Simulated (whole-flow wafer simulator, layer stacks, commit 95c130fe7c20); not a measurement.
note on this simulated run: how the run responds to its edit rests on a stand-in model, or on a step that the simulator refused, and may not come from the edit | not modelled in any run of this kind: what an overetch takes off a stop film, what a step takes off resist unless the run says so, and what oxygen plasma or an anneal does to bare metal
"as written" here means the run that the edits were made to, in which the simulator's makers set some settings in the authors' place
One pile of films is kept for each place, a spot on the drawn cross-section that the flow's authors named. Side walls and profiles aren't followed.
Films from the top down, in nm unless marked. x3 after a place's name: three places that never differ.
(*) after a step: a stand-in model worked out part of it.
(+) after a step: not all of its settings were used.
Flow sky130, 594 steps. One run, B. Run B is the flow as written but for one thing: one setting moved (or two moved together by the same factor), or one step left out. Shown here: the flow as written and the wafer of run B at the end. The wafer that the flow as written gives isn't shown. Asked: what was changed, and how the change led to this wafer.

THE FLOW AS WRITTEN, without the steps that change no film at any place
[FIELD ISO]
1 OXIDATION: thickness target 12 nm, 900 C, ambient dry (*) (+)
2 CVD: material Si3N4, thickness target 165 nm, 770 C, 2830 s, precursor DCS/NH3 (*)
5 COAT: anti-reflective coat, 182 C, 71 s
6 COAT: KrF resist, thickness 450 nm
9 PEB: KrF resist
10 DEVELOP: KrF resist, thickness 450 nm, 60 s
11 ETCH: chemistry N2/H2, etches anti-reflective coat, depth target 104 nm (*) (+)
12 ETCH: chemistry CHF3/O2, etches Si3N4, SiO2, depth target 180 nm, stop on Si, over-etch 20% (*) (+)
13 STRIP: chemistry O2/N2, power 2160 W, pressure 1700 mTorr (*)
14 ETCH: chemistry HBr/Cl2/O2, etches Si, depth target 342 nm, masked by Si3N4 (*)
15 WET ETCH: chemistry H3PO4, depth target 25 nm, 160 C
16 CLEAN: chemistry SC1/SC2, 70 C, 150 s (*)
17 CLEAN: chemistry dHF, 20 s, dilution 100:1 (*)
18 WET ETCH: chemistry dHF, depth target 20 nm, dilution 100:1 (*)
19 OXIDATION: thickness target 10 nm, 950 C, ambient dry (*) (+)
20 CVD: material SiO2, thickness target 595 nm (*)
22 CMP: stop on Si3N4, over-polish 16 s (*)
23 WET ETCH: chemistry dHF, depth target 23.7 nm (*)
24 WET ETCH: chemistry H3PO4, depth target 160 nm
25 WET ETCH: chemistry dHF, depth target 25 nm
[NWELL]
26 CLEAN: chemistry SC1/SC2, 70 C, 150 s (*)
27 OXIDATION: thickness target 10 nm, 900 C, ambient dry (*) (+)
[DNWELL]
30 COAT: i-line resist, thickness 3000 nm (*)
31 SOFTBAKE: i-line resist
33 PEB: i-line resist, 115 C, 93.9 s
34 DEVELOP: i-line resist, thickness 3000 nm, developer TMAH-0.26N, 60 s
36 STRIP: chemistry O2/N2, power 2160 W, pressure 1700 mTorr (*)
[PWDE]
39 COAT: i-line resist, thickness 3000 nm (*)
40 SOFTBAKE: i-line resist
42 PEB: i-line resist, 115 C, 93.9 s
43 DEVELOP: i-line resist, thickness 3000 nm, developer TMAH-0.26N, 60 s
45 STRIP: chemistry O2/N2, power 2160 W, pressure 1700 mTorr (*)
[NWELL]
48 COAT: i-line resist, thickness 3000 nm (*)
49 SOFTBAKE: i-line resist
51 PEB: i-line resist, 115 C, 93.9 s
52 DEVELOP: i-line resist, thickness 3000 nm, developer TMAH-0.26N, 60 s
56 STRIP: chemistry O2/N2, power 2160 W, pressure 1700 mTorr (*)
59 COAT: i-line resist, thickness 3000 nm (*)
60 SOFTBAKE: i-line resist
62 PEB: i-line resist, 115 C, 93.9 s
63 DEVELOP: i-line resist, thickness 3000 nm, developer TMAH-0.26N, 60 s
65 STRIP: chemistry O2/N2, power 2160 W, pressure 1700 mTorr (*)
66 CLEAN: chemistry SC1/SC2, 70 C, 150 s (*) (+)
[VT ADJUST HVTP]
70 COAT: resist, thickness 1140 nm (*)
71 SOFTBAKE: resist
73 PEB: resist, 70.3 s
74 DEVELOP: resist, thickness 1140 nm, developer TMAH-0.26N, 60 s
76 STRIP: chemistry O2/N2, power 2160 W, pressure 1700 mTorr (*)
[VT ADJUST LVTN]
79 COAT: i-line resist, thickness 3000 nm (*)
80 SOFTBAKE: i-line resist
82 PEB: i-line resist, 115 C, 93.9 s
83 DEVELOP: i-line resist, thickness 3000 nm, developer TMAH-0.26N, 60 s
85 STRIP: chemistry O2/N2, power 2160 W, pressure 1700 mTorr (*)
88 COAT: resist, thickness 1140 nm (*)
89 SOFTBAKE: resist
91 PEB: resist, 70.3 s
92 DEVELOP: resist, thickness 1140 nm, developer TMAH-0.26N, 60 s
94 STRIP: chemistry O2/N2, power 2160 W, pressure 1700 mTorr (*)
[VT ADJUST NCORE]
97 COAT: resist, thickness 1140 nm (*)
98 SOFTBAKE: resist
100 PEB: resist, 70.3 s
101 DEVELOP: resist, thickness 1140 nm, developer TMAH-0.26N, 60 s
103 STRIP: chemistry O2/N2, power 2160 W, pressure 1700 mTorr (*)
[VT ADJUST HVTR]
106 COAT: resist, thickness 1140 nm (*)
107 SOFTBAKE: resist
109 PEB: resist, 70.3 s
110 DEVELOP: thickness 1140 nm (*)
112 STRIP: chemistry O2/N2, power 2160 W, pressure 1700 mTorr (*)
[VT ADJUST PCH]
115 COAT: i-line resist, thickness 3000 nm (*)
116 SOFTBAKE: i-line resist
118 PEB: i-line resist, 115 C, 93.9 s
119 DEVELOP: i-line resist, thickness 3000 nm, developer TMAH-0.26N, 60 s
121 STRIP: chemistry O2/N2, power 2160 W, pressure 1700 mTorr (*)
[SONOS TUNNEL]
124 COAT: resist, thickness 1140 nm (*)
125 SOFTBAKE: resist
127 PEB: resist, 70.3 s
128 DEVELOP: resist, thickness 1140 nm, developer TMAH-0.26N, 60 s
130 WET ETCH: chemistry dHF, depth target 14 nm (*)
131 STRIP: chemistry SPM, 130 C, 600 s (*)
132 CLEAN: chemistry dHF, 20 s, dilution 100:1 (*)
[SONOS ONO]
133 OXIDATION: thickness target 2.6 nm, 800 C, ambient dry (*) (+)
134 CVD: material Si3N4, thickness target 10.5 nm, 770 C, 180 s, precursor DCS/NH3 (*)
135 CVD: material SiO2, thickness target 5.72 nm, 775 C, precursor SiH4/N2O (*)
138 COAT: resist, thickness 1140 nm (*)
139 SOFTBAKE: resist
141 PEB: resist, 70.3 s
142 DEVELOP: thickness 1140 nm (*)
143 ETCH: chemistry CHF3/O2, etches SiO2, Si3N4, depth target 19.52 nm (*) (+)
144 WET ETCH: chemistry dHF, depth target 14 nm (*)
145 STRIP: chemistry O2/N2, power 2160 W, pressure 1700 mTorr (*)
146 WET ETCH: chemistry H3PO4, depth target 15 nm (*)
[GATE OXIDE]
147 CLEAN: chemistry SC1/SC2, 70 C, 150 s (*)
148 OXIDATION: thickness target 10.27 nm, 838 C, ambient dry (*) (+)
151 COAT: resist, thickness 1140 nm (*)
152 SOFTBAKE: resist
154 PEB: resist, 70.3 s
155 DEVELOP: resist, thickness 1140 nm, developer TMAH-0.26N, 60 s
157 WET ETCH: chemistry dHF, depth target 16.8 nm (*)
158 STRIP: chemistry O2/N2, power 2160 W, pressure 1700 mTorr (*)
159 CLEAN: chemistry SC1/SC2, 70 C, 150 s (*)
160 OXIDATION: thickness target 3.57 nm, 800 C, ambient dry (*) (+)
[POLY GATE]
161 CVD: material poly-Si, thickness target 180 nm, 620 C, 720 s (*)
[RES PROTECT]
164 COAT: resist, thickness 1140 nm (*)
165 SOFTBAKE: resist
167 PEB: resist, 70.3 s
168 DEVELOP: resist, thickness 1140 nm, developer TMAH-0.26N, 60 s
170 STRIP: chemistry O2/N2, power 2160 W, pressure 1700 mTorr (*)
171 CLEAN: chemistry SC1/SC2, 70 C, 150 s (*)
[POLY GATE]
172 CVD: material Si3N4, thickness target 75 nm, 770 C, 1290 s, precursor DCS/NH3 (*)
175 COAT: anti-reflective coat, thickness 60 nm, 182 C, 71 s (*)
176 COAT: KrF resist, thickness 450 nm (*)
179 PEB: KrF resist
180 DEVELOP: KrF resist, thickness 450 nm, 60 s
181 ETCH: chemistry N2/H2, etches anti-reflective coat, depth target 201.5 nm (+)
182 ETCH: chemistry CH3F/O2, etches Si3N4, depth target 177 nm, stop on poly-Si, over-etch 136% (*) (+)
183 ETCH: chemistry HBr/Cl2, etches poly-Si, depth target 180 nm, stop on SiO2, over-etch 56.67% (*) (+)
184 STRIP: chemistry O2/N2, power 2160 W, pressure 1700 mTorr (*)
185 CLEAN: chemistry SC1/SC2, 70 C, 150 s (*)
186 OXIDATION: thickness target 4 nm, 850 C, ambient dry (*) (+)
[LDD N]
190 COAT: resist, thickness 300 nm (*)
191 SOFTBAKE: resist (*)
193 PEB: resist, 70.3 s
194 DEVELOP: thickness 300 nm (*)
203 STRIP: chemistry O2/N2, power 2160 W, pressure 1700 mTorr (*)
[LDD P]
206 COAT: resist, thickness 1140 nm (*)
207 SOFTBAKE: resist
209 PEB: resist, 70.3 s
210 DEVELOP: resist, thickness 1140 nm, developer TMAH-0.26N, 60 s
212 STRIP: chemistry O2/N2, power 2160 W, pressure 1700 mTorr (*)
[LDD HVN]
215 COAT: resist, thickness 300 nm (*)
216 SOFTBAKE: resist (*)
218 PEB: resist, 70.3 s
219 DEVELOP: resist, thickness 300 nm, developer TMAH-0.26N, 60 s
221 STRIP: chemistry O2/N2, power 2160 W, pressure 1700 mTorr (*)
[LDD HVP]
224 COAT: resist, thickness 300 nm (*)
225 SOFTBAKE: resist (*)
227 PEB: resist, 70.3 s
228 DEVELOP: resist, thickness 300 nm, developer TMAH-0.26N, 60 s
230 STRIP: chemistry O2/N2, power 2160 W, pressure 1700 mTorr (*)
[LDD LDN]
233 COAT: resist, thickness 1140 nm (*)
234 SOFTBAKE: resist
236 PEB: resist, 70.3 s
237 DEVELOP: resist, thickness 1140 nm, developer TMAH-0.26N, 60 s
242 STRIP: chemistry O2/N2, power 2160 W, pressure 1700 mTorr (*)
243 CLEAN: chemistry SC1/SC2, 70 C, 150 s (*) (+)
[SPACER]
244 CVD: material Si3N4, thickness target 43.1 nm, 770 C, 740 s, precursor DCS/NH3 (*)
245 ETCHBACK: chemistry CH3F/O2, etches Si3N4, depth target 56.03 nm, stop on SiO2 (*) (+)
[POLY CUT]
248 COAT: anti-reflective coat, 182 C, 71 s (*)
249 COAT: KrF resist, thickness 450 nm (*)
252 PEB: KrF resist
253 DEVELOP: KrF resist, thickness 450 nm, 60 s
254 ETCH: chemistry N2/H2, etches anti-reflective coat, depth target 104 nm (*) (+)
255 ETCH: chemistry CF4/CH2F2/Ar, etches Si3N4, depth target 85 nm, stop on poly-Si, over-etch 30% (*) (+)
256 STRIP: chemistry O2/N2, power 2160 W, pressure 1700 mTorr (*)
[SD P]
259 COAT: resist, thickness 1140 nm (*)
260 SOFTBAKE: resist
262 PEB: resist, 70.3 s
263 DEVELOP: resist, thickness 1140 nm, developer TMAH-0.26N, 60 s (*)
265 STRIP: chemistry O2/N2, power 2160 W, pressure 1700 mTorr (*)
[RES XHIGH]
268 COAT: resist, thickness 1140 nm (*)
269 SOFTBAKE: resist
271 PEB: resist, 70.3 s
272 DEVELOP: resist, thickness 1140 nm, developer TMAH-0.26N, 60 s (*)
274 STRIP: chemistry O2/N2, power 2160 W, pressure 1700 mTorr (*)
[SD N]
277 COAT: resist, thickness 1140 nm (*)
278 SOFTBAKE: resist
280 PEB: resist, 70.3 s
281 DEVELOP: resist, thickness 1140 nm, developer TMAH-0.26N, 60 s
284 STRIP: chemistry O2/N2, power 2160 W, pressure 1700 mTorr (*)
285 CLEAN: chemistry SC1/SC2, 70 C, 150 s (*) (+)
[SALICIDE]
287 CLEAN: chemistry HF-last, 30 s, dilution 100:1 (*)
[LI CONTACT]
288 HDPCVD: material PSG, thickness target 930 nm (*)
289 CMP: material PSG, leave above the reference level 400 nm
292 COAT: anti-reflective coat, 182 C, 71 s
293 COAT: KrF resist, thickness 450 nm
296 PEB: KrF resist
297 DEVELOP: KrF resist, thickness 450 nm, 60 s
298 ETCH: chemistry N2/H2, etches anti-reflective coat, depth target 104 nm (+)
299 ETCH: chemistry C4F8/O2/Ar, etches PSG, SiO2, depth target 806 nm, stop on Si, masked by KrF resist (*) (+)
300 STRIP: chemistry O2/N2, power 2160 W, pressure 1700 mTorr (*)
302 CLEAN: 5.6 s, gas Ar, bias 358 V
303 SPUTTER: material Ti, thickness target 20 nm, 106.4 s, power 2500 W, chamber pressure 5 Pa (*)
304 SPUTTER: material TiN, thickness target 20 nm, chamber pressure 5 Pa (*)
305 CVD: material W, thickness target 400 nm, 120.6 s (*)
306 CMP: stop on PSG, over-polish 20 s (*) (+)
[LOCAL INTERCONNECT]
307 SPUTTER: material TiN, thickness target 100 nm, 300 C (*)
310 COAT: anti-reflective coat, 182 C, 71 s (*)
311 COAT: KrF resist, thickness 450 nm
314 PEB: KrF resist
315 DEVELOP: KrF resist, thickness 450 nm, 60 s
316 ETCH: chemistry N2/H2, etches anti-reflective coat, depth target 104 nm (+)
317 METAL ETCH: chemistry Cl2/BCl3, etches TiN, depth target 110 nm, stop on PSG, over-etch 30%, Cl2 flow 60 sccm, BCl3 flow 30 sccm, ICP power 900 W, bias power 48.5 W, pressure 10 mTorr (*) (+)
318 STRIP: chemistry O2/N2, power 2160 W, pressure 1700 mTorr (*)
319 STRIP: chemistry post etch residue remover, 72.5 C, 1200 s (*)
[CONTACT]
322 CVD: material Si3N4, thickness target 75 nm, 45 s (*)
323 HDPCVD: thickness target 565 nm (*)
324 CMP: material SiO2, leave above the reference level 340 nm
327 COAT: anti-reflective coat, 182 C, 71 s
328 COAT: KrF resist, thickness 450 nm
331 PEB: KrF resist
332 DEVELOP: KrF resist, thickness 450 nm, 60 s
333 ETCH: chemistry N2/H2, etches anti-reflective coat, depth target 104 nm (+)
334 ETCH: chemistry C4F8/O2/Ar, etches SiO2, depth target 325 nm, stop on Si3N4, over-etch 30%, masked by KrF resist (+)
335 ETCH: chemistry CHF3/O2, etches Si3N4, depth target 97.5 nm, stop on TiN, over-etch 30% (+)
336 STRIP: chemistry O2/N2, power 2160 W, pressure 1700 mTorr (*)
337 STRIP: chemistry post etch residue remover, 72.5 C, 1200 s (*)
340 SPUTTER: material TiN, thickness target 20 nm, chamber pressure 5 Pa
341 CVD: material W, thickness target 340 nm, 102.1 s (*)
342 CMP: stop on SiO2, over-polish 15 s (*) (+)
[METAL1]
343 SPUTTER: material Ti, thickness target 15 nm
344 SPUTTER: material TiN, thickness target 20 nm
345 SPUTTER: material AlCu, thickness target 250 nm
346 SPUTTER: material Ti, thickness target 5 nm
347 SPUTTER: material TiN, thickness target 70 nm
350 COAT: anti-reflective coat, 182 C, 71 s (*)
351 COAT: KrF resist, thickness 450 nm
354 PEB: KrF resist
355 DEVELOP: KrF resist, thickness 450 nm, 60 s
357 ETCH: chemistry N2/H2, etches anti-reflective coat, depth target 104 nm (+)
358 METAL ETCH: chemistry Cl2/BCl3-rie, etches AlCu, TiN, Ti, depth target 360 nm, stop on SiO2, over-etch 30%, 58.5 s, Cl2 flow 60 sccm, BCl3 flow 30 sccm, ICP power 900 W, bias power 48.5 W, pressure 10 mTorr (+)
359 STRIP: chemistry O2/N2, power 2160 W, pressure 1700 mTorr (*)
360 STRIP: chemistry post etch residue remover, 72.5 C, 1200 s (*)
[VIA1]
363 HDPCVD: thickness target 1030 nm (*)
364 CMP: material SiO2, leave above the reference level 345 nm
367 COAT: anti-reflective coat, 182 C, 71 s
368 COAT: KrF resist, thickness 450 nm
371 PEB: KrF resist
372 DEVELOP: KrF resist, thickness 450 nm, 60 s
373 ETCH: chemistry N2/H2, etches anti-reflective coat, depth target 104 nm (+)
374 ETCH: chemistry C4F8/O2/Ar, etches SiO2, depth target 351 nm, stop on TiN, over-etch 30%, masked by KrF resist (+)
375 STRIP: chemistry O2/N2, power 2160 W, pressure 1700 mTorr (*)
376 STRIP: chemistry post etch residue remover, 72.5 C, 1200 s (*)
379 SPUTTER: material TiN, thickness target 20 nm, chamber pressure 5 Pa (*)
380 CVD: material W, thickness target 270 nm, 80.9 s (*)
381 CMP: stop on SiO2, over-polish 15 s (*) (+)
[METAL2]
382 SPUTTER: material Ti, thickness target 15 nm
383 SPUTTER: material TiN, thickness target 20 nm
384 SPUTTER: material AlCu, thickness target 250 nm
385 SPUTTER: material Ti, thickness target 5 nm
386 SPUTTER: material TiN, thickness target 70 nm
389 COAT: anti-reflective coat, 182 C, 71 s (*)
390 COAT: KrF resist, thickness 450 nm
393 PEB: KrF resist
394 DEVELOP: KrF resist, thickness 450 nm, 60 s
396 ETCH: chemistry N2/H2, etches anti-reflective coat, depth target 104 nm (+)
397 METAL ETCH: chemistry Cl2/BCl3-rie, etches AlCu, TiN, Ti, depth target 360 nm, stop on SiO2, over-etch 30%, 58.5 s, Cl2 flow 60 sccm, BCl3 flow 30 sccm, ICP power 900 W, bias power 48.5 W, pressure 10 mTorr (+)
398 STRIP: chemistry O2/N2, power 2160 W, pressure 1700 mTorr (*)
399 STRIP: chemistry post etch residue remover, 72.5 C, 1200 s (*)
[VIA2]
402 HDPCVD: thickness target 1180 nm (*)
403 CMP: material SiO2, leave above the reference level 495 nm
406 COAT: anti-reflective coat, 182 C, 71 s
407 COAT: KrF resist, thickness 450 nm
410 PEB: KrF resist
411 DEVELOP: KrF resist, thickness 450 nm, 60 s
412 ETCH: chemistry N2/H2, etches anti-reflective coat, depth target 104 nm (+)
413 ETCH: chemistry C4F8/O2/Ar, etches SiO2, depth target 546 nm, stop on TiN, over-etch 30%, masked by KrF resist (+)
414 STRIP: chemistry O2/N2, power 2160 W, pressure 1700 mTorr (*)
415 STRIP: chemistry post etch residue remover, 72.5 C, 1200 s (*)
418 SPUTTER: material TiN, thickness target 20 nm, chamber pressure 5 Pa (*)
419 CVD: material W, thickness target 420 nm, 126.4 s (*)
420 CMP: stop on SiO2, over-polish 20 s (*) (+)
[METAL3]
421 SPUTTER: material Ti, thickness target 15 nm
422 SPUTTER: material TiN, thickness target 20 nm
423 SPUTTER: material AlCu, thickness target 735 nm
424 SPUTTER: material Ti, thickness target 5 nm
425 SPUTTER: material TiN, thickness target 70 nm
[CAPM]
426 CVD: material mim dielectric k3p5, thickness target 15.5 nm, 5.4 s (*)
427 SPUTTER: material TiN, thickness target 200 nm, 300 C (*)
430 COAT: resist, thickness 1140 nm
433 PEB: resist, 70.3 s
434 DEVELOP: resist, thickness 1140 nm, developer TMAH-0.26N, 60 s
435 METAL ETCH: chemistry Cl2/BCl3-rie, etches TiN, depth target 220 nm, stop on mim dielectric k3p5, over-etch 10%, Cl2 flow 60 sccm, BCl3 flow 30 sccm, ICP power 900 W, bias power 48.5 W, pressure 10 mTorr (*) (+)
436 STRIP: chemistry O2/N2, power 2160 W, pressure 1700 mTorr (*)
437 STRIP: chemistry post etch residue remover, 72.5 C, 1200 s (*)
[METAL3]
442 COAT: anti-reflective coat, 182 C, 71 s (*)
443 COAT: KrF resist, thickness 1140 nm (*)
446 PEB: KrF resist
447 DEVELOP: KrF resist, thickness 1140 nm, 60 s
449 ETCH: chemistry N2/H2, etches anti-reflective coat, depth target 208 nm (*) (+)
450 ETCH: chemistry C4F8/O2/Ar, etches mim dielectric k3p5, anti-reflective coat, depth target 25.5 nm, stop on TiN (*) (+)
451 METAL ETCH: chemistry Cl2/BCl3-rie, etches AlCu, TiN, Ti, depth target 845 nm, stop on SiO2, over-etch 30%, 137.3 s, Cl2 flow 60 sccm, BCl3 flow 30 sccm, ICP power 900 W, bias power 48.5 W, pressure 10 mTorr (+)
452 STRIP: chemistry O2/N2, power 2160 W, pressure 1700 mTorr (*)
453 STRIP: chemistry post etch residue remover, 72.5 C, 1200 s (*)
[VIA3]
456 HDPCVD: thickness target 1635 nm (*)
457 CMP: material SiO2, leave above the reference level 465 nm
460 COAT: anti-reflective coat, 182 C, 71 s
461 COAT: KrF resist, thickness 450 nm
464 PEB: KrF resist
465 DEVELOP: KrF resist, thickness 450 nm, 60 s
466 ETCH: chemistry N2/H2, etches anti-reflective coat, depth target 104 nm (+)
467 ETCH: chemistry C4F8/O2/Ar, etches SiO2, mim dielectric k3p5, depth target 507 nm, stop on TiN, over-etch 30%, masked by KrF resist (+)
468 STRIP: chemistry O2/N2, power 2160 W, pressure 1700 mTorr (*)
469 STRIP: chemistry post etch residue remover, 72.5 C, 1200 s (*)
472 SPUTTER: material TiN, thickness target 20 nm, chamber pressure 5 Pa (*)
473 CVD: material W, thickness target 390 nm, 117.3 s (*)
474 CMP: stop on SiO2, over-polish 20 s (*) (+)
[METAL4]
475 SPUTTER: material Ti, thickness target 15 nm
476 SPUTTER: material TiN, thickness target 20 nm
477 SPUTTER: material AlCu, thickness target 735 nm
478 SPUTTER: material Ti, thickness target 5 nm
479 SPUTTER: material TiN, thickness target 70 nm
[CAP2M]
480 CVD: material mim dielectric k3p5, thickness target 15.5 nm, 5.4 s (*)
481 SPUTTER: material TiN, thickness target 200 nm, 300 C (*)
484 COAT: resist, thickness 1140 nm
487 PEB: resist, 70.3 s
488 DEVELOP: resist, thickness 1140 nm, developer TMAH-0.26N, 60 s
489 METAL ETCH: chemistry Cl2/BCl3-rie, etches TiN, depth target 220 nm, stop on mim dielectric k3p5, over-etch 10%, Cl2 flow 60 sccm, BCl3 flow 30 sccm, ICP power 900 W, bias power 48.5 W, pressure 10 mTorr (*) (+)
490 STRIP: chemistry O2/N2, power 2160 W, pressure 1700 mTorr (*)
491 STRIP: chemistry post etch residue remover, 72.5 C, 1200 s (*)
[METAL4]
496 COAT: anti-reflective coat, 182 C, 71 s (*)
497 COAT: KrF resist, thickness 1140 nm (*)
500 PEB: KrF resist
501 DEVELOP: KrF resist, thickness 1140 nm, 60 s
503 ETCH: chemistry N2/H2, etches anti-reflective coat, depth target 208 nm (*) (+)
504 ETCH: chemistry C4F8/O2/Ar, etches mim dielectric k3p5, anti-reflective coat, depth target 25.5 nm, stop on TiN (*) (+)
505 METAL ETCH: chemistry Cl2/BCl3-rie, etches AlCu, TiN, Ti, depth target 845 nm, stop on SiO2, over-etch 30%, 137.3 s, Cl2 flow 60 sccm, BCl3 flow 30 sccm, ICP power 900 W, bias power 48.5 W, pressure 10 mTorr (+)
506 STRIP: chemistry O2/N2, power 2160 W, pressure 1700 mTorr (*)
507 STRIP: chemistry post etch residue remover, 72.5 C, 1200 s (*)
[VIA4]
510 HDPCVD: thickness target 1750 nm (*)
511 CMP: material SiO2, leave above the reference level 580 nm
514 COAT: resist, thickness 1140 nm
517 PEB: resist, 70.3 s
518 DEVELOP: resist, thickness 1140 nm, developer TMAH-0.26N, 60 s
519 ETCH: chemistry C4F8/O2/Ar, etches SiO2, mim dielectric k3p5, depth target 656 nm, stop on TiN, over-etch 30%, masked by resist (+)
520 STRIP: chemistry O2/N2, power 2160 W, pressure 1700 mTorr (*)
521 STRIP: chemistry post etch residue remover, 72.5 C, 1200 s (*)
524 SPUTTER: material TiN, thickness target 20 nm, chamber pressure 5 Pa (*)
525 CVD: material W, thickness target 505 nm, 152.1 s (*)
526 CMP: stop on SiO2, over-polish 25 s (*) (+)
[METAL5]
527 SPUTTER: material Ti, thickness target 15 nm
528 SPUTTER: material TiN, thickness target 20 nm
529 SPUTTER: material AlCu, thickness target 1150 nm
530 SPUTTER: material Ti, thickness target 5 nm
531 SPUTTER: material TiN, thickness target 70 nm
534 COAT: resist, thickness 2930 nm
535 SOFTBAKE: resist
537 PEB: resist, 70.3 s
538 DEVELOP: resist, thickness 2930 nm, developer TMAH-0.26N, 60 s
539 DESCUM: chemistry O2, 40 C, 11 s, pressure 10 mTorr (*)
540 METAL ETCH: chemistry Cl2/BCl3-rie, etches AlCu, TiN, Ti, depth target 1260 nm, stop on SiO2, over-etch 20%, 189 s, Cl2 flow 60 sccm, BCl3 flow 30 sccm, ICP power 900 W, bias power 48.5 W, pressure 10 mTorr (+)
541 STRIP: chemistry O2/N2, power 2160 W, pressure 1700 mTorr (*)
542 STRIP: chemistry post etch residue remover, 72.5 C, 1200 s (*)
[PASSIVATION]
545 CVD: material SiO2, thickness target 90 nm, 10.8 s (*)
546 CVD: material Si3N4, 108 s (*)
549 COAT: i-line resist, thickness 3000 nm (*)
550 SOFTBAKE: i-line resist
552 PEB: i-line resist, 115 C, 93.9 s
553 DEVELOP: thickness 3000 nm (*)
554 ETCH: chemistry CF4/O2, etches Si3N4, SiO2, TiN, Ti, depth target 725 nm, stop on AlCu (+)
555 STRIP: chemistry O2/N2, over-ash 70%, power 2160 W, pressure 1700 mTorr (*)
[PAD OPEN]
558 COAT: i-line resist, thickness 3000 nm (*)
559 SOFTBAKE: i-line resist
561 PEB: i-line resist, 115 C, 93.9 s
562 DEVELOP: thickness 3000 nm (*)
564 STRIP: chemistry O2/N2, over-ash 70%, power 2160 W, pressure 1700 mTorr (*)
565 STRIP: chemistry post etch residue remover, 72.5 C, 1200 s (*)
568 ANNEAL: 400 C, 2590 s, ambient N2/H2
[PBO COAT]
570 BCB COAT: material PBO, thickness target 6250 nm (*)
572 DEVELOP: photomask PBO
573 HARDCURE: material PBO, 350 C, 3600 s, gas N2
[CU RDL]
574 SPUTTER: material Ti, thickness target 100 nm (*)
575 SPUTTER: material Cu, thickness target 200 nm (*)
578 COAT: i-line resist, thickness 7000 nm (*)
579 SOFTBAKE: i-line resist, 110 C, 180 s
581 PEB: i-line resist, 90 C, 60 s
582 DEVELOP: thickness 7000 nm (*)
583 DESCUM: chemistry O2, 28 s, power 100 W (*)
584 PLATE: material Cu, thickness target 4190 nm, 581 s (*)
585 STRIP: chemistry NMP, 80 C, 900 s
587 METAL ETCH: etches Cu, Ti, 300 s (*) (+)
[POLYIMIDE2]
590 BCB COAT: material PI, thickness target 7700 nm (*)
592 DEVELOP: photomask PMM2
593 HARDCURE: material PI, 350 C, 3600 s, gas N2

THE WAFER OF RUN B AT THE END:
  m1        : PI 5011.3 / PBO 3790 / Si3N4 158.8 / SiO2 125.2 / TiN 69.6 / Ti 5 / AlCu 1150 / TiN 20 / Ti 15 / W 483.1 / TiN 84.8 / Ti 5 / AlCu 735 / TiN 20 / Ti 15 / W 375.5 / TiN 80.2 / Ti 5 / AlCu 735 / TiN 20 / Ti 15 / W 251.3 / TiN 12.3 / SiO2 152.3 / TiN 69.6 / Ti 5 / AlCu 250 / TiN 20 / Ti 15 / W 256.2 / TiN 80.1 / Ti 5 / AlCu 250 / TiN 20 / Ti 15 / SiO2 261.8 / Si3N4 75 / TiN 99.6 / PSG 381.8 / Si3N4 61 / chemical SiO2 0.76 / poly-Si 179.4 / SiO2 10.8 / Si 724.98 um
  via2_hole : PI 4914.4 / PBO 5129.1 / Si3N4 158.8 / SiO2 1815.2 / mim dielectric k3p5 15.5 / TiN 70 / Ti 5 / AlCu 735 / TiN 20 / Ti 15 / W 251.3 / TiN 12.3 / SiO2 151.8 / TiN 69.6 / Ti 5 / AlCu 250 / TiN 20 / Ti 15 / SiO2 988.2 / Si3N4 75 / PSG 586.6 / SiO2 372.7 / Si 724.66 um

The cause: step 413, ETCH: depth target 268 nm was run, where the flow has depth target 546 nm.

How the change led to this, step by step:
  413 ETCH: chemistry C4F8/O2/Ar, etches SiO2, depth target 546 nm, stop on TiN, over-etch 30%, masked by KrF resist (+)
      m1: SiO2 -268 (as written it would be: SiO2 -420.3 (all of it))
      via2_hole: SiO2 -268 (as written it would be: SiO2 -419.8 (all of it))
      (and at 189 more places)
  414 STRIP: chemistry O2/N2, power 2160 W, pressure 1700 mTorr (*)
      field, active, n_well and 186 more: KrF resist -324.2 (all of it), anti-reflective coat -80 (all of it) (as written it would be: KrF resist -268.6 (all of it), anti-reflective coat -80 (all of it))
  418 SPUTTER: material TiN, thickness target 20 nm, chamber pressure 5 Pa (*)
      m1, via2_hole: TiN +12.3 (new film) (as written it would be: TiN +10.2)
  419 CVD: material W, thickness target 420 nm, 126.4 s (*)
      m1: W +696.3 (new film) (as written it would be: W +851.1 (new film))
      via2_hole: W +696.3 (new film) (as written it would be: W +850.7 (new film))
Counting metal films that touch as one body, m1 has 3 bodies (between them, from the top down: SiO2 152.3; SiO2 261.8 / Si3N4 75); the flow as written gives 2 bodies (between them, from the top down: SiO2 261.8 / Si3N4 75).
Counting metal films that touch as one body, via2_hole has 2 bodies (between them, from the top down: SiO2 151.8); the flow as written gives 1 body.
